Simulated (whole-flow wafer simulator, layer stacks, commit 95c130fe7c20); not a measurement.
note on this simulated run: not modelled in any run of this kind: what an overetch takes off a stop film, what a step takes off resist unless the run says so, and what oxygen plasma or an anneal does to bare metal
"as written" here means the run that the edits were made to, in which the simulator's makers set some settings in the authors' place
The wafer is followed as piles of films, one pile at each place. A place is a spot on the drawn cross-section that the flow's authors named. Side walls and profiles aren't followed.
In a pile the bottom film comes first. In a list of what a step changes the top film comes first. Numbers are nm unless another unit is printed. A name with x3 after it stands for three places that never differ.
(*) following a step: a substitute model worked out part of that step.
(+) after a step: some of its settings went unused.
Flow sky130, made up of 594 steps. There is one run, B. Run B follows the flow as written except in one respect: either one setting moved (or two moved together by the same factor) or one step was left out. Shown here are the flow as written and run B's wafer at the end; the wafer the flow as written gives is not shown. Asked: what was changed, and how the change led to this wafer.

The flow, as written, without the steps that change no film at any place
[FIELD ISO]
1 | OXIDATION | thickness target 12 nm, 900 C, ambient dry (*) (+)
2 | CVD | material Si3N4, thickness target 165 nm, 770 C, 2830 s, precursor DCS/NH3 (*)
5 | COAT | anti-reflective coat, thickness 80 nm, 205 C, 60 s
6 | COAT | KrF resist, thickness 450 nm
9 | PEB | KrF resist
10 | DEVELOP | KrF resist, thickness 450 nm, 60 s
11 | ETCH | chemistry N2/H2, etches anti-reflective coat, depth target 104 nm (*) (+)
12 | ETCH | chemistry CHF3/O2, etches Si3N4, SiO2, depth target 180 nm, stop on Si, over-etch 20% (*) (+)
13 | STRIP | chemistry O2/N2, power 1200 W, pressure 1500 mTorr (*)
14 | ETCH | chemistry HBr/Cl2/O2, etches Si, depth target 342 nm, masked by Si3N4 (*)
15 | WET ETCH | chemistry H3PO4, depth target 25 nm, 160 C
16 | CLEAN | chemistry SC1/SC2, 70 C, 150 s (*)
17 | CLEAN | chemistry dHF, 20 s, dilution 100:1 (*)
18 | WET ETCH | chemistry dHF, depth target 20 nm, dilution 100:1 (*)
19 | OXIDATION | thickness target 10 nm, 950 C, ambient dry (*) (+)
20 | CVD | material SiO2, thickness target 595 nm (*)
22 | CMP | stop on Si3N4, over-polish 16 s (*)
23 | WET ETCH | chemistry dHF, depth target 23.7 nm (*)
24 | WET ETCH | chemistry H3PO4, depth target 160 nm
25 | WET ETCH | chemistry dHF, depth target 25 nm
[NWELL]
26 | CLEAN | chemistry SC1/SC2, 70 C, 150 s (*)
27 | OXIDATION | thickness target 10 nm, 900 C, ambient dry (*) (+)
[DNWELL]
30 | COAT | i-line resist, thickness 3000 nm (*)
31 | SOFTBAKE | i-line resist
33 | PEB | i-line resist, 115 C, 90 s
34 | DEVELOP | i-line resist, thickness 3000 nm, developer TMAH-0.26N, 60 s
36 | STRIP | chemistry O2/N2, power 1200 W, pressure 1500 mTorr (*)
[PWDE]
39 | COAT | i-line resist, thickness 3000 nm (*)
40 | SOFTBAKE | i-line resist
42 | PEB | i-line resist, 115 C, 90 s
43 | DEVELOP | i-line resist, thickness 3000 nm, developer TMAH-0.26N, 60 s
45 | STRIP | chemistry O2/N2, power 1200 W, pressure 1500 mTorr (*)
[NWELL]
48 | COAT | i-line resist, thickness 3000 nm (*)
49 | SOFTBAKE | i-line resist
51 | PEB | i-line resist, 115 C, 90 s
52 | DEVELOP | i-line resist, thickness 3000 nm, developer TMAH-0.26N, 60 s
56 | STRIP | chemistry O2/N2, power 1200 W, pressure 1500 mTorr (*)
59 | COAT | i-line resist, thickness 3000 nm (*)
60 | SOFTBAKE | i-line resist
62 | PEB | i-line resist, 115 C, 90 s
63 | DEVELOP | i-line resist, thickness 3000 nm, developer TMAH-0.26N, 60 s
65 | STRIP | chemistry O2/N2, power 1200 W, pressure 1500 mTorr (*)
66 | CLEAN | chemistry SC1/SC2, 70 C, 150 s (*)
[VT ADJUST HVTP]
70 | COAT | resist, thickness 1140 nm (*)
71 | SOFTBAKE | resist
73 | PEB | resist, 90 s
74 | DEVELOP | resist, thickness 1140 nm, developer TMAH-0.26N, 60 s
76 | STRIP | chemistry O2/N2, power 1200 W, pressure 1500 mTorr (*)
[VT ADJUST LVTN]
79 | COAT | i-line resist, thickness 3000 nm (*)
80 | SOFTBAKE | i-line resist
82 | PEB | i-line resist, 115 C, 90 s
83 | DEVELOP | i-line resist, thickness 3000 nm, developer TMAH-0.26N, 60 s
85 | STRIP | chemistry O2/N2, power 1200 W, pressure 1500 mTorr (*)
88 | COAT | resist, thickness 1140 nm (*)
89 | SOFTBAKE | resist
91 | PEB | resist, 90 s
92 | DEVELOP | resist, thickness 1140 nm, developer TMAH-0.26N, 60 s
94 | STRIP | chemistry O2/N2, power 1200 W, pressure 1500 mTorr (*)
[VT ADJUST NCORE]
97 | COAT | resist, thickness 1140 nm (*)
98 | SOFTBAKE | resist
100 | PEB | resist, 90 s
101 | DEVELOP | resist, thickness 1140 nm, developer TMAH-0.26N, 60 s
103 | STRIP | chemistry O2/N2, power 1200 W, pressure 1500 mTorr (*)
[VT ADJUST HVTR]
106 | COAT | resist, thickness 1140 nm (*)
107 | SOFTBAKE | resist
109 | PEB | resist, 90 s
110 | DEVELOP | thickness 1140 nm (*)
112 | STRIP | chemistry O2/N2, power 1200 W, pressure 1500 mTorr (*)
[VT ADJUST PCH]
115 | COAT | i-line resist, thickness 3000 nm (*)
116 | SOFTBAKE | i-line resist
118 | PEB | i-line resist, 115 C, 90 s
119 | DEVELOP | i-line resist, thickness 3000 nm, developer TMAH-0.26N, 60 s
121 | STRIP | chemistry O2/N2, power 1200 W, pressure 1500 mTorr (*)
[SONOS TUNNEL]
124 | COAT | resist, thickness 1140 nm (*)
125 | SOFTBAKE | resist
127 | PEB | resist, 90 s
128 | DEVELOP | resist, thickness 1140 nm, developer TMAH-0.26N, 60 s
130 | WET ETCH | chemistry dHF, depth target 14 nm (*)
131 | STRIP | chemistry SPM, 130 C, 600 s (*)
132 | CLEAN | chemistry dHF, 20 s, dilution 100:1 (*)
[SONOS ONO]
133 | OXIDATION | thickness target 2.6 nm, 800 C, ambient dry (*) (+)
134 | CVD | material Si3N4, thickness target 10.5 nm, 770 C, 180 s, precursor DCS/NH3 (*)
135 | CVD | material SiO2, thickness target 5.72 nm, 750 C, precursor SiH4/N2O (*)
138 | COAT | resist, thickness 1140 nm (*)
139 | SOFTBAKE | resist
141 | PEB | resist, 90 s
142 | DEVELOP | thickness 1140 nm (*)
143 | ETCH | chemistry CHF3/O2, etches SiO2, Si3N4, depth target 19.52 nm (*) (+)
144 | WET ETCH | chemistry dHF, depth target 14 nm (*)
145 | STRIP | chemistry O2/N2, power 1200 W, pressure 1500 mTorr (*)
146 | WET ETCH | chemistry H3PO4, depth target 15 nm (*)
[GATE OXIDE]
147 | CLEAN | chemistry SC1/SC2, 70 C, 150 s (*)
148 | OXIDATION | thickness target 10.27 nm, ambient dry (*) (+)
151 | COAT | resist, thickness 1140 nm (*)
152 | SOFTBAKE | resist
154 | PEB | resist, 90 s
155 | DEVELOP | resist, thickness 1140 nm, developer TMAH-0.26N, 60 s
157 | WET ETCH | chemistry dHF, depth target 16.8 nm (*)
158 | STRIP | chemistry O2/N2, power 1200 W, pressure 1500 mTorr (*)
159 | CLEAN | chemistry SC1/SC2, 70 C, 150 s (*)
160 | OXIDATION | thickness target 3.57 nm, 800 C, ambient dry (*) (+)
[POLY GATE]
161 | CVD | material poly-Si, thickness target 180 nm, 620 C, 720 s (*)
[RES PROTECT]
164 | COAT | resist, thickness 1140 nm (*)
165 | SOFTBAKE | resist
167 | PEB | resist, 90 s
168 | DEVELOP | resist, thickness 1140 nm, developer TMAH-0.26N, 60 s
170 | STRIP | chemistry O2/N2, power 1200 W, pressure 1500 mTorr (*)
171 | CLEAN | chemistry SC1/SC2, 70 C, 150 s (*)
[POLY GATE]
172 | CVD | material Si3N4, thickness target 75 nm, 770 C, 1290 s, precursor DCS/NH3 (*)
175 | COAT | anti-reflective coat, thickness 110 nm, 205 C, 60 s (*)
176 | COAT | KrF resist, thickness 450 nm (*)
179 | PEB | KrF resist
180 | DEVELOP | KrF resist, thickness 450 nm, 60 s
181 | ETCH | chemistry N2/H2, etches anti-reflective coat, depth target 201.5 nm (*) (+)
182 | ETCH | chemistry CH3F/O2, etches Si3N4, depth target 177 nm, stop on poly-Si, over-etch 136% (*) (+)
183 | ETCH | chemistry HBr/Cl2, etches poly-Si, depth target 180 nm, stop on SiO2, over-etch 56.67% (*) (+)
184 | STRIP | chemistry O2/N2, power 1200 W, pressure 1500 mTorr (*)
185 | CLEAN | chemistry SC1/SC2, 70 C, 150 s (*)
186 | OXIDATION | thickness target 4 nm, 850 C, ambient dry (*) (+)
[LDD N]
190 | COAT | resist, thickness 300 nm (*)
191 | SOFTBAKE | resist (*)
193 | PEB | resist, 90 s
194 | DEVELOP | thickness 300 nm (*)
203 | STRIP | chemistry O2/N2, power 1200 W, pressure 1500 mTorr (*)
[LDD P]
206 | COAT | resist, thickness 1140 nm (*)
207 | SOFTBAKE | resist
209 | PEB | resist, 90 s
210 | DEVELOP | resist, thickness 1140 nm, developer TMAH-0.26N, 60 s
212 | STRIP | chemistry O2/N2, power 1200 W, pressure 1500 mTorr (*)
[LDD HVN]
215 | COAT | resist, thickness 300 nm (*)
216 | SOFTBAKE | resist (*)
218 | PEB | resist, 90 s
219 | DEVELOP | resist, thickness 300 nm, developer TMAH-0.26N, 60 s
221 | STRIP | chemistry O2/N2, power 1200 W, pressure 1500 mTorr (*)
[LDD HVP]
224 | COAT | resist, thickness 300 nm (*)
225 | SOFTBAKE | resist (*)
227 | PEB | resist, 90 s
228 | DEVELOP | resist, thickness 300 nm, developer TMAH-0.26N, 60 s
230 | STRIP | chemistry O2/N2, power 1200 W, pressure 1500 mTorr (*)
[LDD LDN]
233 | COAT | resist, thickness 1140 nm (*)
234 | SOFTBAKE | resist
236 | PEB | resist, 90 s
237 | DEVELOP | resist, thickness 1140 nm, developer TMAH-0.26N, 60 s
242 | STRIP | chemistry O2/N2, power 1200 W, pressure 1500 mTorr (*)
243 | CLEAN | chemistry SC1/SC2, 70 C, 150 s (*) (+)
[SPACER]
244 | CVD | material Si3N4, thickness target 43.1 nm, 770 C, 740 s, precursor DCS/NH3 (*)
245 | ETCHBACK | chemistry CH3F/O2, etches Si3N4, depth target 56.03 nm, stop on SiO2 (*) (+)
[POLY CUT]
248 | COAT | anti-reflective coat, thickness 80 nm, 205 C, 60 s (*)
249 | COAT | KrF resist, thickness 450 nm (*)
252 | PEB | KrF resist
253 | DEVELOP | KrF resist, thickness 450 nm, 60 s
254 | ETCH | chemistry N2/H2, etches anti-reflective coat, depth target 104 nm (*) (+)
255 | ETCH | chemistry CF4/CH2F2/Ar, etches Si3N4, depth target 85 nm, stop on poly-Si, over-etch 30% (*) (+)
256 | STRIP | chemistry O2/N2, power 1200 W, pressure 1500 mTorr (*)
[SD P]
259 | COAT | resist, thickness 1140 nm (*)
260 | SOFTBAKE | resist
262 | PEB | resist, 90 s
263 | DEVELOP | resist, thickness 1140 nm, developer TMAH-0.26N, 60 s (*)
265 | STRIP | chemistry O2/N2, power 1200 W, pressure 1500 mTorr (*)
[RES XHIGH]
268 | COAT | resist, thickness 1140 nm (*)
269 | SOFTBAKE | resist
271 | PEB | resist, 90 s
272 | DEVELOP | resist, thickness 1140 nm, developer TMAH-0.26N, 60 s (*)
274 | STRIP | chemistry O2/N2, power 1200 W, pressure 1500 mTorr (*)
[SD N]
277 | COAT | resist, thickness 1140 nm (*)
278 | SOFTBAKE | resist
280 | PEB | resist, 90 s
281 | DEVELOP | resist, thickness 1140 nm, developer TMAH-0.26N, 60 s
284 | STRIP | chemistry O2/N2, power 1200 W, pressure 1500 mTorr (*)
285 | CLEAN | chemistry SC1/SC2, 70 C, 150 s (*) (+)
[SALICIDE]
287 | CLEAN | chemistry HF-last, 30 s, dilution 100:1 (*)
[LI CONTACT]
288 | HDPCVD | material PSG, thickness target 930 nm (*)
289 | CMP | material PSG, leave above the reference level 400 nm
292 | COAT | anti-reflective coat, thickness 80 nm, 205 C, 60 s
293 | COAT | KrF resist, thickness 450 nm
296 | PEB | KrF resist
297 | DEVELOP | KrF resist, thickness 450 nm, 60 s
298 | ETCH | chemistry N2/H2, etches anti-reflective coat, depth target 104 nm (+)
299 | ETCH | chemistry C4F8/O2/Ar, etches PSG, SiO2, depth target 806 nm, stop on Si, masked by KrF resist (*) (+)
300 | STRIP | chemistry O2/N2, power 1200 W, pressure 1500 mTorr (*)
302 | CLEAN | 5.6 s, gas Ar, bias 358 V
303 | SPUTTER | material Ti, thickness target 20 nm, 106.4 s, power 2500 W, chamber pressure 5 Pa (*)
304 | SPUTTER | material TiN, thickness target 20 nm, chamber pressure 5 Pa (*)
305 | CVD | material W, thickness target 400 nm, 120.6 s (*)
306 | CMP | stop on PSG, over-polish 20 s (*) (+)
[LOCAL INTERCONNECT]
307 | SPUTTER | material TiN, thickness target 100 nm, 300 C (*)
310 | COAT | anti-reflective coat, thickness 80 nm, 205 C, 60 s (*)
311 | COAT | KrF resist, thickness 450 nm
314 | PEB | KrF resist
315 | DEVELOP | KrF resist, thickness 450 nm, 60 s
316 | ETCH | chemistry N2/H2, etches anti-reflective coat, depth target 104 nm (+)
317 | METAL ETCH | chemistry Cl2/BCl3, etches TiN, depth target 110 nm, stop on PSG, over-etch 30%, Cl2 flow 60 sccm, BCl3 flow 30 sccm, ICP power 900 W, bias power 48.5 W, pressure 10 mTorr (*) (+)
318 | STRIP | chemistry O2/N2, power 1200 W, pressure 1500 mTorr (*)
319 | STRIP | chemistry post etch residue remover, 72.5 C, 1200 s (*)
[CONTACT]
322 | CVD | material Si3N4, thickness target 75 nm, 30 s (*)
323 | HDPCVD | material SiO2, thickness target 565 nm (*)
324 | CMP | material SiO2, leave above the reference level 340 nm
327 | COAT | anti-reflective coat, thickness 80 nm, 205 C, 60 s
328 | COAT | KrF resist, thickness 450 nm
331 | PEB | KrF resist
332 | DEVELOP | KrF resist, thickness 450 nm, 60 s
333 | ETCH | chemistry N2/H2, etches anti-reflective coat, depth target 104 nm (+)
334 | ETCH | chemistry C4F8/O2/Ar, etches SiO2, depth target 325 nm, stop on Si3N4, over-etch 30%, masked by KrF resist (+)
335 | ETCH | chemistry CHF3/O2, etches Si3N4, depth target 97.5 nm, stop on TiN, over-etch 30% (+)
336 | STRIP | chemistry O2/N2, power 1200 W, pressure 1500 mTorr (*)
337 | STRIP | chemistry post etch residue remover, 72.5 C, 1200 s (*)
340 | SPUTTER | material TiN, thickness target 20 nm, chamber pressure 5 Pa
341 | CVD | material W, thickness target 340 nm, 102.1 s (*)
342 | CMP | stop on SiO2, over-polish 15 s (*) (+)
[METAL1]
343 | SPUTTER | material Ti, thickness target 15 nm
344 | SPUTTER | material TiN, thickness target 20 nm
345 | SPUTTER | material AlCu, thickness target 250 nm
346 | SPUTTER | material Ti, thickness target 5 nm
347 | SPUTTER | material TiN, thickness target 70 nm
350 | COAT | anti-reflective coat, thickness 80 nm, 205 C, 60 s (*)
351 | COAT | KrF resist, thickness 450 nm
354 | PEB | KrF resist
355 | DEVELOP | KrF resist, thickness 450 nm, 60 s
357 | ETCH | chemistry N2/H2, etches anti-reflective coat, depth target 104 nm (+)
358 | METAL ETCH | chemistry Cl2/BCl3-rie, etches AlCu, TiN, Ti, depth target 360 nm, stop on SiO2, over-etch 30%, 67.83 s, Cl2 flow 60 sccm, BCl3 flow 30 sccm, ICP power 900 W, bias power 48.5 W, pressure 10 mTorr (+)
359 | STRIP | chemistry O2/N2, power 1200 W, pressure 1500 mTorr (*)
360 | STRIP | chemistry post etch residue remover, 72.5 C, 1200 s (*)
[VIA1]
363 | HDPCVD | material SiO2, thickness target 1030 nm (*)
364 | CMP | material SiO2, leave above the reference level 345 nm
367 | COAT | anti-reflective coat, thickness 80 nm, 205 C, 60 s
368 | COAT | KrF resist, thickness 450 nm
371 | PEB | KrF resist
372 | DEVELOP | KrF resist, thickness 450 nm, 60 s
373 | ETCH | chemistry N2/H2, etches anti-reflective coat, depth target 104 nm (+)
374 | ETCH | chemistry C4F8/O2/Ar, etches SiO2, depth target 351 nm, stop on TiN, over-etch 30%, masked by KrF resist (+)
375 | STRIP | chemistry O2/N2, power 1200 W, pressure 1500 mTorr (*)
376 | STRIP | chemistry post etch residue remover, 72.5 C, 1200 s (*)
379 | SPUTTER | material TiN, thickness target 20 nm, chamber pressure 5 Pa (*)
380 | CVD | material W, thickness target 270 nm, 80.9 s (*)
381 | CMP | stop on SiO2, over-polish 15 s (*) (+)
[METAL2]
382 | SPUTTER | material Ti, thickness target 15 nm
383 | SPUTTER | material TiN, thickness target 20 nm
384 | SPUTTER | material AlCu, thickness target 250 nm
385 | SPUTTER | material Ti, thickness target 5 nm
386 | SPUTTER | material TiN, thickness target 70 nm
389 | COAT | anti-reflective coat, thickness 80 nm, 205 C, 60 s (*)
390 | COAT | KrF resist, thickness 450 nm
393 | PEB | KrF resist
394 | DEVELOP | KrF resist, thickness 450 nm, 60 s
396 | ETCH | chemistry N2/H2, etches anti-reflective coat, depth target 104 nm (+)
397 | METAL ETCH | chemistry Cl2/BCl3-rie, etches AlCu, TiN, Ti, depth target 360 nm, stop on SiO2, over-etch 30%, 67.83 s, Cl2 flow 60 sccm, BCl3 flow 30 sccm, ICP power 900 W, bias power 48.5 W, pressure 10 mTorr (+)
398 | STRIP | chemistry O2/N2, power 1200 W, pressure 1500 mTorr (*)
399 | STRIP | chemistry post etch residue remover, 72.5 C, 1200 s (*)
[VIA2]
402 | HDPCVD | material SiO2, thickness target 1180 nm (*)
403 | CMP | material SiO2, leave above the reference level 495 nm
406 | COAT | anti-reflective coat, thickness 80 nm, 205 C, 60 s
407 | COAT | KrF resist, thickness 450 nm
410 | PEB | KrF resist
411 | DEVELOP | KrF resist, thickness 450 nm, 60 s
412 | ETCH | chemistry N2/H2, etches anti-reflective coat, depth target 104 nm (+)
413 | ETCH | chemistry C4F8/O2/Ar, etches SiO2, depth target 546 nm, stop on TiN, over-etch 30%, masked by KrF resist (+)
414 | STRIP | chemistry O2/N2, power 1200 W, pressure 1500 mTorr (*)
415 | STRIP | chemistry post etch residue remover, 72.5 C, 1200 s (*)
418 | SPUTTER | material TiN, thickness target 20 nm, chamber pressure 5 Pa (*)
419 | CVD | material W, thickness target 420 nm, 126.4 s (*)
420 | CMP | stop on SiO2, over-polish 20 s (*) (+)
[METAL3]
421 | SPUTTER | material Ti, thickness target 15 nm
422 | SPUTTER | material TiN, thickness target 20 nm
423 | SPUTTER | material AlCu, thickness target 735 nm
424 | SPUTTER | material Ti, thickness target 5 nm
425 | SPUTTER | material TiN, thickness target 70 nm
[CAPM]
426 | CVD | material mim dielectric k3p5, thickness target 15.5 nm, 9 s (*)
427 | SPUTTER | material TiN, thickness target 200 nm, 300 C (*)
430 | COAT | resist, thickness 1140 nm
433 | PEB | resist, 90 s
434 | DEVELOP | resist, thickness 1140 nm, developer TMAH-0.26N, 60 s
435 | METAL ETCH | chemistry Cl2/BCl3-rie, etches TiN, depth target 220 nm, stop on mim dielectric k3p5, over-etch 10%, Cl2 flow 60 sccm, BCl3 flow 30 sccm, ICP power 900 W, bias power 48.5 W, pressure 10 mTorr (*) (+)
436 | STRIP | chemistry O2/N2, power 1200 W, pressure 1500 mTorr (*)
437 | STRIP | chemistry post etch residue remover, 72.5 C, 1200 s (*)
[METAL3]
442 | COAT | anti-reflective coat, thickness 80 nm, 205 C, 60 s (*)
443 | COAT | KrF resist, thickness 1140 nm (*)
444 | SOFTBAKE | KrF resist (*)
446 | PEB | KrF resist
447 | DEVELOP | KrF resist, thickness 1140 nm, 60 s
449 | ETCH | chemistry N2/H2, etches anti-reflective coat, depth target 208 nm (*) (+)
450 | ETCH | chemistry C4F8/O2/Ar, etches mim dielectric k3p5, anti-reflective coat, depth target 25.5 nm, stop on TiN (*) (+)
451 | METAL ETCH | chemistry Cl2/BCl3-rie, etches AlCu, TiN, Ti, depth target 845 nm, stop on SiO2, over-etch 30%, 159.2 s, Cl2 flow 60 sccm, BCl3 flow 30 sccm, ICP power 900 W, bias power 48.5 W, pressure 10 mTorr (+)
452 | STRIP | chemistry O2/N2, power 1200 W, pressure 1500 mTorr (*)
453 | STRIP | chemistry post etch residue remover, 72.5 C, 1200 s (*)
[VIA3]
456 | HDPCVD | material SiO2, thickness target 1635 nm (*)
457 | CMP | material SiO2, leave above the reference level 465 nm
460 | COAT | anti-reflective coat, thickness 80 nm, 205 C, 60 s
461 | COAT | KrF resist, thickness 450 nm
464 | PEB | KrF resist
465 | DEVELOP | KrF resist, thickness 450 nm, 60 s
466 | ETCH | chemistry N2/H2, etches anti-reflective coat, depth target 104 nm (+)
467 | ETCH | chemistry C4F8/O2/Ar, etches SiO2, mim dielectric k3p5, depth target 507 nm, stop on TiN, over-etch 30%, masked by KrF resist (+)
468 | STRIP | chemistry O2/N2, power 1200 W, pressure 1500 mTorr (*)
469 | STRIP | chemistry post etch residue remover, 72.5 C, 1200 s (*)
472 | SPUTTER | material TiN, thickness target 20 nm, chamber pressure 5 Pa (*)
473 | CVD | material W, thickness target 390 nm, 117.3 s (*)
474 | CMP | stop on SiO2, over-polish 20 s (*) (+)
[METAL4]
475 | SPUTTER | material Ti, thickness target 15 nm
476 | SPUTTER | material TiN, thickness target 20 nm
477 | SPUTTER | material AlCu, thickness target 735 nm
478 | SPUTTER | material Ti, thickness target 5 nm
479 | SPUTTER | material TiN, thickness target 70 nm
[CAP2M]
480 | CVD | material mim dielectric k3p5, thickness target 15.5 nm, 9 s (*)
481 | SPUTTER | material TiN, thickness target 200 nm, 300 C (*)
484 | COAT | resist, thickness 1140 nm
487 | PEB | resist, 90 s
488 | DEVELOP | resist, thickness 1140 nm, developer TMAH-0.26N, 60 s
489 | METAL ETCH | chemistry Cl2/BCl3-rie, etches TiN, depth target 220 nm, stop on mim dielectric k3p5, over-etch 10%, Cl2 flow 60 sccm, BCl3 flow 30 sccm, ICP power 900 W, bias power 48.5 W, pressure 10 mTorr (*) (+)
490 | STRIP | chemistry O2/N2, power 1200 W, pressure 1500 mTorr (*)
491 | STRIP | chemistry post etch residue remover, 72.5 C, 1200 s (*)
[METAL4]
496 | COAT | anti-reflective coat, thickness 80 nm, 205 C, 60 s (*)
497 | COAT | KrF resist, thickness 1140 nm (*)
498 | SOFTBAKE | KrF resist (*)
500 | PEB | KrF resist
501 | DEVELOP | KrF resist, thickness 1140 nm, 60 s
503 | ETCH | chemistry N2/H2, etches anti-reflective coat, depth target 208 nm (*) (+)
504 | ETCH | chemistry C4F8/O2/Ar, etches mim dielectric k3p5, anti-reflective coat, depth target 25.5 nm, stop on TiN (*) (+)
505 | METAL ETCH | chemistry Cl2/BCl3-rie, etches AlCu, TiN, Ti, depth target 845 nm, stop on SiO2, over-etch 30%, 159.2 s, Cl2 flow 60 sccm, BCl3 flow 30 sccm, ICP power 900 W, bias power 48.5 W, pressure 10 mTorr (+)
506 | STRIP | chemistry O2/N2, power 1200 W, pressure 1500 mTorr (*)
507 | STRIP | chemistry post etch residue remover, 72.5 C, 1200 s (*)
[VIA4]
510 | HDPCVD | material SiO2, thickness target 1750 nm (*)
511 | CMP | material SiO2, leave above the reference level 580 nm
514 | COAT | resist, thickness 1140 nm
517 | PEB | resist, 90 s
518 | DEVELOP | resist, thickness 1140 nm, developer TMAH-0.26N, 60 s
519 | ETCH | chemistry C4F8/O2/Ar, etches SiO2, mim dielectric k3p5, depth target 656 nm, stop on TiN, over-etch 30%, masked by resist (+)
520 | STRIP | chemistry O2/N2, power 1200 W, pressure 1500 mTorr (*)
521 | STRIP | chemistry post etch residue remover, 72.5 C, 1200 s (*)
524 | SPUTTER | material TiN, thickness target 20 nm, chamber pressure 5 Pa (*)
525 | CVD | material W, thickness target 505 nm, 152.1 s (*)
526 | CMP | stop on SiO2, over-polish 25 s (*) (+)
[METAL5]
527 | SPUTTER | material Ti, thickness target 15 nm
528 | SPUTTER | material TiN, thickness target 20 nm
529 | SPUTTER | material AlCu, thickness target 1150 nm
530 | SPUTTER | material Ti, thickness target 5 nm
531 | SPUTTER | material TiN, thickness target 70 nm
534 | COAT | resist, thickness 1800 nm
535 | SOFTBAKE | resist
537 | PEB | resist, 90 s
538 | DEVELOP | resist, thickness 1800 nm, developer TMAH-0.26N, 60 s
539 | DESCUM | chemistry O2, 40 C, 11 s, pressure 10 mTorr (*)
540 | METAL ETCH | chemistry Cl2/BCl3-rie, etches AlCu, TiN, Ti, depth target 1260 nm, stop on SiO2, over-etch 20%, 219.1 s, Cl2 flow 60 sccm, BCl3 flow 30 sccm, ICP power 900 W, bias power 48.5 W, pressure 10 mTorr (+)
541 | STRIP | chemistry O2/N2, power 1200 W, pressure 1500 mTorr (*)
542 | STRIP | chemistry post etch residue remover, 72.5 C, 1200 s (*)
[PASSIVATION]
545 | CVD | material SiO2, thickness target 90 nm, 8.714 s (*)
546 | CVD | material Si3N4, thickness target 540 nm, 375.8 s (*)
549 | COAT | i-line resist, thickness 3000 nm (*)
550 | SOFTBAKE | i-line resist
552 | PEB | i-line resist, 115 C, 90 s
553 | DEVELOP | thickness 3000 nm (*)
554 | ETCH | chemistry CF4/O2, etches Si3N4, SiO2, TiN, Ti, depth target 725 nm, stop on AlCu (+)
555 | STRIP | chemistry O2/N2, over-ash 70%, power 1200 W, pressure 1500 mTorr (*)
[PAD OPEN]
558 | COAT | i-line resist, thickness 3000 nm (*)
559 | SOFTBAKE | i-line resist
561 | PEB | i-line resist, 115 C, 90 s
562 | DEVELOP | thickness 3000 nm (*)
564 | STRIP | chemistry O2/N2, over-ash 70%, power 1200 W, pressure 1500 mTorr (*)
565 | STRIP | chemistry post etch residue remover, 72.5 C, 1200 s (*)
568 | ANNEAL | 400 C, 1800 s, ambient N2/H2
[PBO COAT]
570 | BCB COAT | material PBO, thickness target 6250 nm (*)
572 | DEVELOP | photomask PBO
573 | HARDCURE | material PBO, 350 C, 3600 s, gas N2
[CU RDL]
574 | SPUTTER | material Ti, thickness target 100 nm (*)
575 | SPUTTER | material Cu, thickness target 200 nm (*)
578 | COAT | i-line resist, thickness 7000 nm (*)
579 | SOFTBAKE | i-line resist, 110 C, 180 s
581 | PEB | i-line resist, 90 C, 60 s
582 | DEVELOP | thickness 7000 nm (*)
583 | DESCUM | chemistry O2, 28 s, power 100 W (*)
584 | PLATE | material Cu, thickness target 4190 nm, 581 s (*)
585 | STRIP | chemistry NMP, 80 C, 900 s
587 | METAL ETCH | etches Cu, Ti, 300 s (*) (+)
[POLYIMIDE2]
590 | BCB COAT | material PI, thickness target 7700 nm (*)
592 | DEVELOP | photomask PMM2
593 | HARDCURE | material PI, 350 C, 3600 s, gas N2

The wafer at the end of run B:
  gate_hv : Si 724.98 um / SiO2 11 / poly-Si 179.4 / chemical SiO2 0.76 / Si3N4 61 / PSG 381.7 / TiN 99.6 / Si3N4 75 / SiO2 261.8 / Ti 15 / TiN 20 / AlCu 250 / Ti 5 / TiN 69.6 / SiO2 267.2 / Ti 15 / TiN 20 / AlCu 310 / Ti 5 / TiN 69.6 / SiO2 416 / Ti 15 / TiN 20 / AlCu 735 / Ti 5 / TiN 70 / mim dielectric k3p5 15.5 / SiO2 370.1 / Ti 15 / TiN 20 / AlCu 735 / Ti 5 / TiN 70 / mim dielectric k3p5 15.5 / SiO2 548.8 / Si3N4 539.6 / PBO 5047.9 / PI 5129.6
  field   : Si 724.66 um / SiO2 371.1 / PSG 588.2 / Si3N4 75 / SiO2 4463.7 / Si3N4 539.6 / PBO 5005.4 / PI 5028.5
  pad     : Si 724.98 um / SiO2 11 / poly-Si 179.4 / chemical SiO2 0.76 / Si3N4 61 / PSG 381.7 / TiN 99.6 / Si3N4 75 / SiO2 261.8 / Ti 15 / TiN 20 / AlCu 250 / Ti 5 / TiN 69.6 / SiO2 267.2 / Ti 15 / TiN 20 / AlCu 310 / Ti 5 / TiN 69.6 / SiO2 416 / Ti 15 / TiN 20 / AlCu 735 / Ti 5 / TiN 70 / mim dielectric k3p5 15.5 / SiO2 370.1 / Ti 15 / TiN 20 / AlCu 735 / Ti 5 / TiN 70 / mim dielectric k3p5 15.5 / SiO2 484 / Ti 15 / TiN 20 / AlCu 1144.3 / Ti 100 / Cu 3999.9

What caused this: step 384, SPUTTER: thickness target 310 nm was run, whereas the flow has thickness target 250 nm.
One can read it off the wafer: gate_hv has AlCu 310, and step 384 as written asks for 250 nm.

How this came from the change, step by step:
  384 | SPUTTER | material AlCu, thickness target 250 nm
      field, active, n_well and 188 more: AlCu gains 310 (new film) (in the flow as written it would be: AlCu gains 250 (new film))
  397 | METAL ETCH | chemistry Cl2/BCl3-rie, etches AlCu, TiN, Ti, depth target 360 nm, stop on SiO2, over-etch 30%, 67.83 s, Cl2 flow 60 sccm, BCl3 flow 30 sccm, ICP power 900 W, bias power 48.5 W, pressure 10 mTorr (+)
      field, active, gate and 82 more: TiN loses 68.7 (all of it), Ti loses 5 (all of it), AlCu loses 310 (all of it), TiN loses 20 (all of it), Ti loses 15 (all of it), SiO2 loses 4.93 (in the flow as written it would be: TiN loses 68.7 (all of it), Ti loses 5 (all of it), AlCu loses 250 (all of it), TiN loses 20 (all of it), Ti loses 15 (all of it), SiO2 loses 10.9)
  403 | CMP | material SiO2, leave above the reference level 495 nm
      field, active, gate and 82 more: SiO2 loses 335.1 (in the flow as written it would be: SiO2 loses 389.1)
